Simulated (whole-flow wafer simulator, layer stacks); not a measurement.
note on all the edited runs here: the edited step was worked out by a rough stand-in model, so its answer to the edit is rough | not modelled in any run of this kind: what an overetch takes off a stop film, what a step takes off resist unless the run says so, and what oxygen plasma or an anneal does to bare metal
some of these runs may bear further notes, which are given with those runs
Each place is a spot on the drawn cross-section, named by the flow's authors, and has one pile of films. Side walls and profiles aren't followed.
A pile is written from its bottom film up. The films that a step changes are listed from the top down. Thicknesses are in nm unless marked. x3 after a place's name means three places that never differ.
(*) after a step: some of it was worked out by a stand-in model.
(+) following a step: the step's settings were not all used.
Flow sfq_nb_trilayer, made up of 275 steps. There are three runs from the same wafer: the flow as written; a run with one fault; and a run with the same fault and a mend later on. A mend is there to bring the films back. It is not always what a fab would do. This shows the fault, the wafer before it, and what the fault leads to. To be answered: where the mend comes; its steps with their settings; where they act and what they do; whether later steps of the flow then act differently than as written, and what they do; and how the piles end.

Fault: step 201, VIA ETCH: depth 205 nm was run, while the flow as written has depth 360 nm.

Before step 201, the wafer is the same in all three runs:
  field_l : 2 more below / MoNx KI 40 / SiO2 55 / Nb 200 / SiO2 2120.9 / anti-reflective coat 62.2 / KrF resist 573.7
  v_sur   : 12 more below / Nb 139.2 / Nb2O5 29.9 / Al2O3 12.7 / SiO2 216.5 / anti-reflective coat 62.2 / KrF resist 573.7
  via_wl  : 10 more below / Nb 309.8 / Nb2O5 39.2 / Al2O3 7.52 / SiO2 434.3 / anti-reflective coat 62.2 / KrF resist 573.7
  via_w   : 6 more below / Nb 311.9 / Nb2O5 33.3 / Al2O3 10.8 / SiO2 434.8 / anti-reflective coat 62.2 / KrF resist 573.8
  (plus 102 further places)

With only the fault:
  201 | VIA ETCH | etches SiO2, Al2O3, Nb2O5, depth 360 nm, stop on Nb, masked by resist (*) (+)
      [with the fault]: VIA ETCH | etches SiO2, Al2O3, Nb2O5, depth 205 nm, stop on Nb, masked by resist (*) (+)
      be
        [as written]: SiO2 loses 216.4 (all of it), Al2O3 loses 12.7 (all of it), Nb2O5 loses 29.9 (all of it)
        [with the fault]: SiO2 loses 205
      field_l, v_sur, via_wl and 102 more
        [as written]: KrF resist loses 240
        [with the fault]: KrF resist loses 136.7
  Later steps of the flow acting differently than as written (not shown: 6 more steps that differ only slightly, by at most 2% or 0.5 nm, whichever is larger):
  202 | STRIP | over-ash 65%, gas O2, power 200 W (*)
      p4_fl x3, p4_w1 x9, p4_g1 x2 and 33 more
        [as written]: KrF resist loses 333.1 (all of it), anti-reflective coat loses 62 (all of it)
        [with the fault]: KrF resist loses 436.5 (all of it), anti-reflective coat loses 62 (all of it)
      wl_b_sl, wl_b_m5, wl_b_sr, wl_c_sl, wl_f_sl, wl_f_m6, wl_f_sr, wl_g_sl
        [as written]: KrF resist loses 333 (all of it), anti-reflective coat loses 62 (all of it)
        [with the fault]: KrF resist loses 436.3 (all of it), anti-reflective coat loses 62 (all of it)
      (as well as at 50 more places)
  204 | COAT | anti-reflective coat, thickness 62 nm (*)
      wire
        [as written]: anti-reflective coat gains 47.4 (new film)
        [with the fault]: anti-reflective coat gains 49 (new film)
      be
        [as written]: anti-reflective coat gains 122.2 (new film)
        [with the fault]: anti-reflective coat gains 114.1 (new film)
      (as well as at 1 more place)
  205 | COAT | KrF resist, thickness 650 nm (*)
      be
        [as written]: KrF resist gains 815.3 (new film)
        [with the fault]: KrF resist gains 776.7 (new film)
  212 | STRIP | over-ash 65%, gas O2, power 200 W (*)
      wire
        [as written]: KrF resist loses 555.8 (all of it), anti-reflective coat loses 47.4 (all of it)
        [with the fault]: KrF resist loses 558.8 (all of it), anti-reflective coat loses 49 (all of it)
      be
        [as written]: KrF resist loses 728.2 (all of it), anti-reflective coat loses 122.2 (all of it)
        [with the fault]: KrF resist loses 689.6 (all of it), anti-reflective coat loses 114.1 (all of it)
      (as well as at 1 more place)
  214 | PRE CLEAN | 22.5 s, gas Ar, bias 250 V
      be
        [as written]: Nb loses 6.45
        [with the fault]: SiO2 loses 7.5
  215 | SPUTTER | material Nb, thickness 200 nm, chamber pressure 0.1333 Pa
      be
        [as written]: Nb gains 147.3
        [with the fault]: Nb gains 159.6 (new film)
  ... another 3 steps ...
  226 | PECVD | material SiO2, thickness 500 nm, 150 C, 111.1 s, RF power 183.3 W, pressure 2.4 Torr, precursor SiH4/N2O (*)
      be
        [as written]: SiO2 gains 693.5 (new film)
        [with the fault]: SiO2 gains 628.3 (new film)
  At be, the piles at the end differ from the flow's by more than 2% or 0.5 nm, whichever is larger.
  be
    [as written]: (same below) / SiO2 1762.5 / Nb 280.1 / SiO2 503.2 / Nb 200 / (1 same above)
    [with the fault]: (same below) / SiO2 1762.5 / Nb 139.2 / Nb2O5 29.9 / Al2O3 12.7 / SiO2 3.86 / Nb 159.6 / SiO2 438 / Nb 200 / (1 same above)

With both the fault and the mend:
  After step 202 comes the mend.
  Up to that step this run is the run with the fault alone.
  202a | COAT | anti-reflective coat, thickness 62 nm (*) (the flow's step 194 again)
      l0v, p4_fl x3, p4_w1 x9 and 52 more
        anti-reflective coat gains 62 (new film)
      wl_a_sl, wl_a_m6, wl_a_sr, wl_g_sr
        anti-reflective coat gains 61.9 (new film)
      ln_m6, lsp_r, l0_sur
        anti-reflective coat gains 62.1 (new film)
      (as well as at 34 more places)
  202b | COAT | KrF resist, thickness 650 nm (*) (the flow's step 195 again)
      p4_fl x3, p4_w1 x9, p4_g1 x2 and 33 more
        KrF resist gains 650 (new film)
      jj_sur, wl_b_m5, wl_b_sr and 13 more
        KrF resist gains 649.9 (new film)
      field_l, be_sur, wl_a_m6
        KrF resist gains 649.6 (new film)
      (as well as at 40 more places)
  202c | SOFTBAKE | KrF resist (the flow's step 196 again)
      alters no film at any place that is followed
  202d | EXPOSE | photomask I5, dose 12.41 mJ/cm2, NA 0.6, wavelength 248 nm (*) (the flow's step 197 again)
      alters no film at any place that is followed
  202e | PEB | KrF resist, 90 s (the flow's step 198 again)
      field_l, v_sur, via_wl and 82 more
        KrF resist loses 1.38
      via_w, via_wr, via_sp, wire
        KrF resist loses 1.37
      ce_l, moat, field_r, wl_jj
        KrF resist loses 1.39
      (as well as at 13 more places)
  202f | DEVELOP | KrF resist, thickness 650 nm, 60 s (the flow's step 199 again)
      field_l, v_sur, via_wl and 102 more
        KrF resist loses 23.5
      be
        KrF resist loses 775 (all of it)
  202g | VIA ETCH | etches anti-reflective coat, depth 125 nm, masked by resist (+) (the flow's step 200 again)
      field_l, v_sur, via_wl and 102 more
        KrF resist loses 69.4
      be
        anti-reflective coat loses 114.1 (all of it), SiO2 loses 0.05
  202h | VIA ETCH | etches SiO2, Al2O3, Nb2O5, depth 155 nm, stop on Nb, masked by resist (*) (+) (the flow's step 201 again, with other settings)
      field_l, v_sur, via_wl and 102 more
        KrF resist loses 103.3
      be
        SiO2 loses 11.3 (all of it), Al2O3 loses 12.7 (all of it), Nb2O5 loses 29.9 (all of it)
  202i | STRIP | over-ash 65%, gas O2, power 200 W (*) (the flow's step 202 again)
      p4_fl x3, p4_w1 x9, p4_g1 x2 and 33 more
        KrF resist loses 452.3 (all of it), anti-reflective coat loses 62 (all of it)
      wl_b_m5, wl_b_sr, wl_c_sl and 12 more
        KrF resist loses 452.2 (all of it), anti-reflective coat loses 62 (all of it)
      wl_j_sl, wl_j_sr
        KrF resist loses 452.5 (all of it), anti-reflective coat loses 60.2 (all of it)
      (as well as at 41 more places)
  Later steps of the flow that are run all act as written at every place that is followed.
  At every place that both follow, the piles at the end match the flow's.
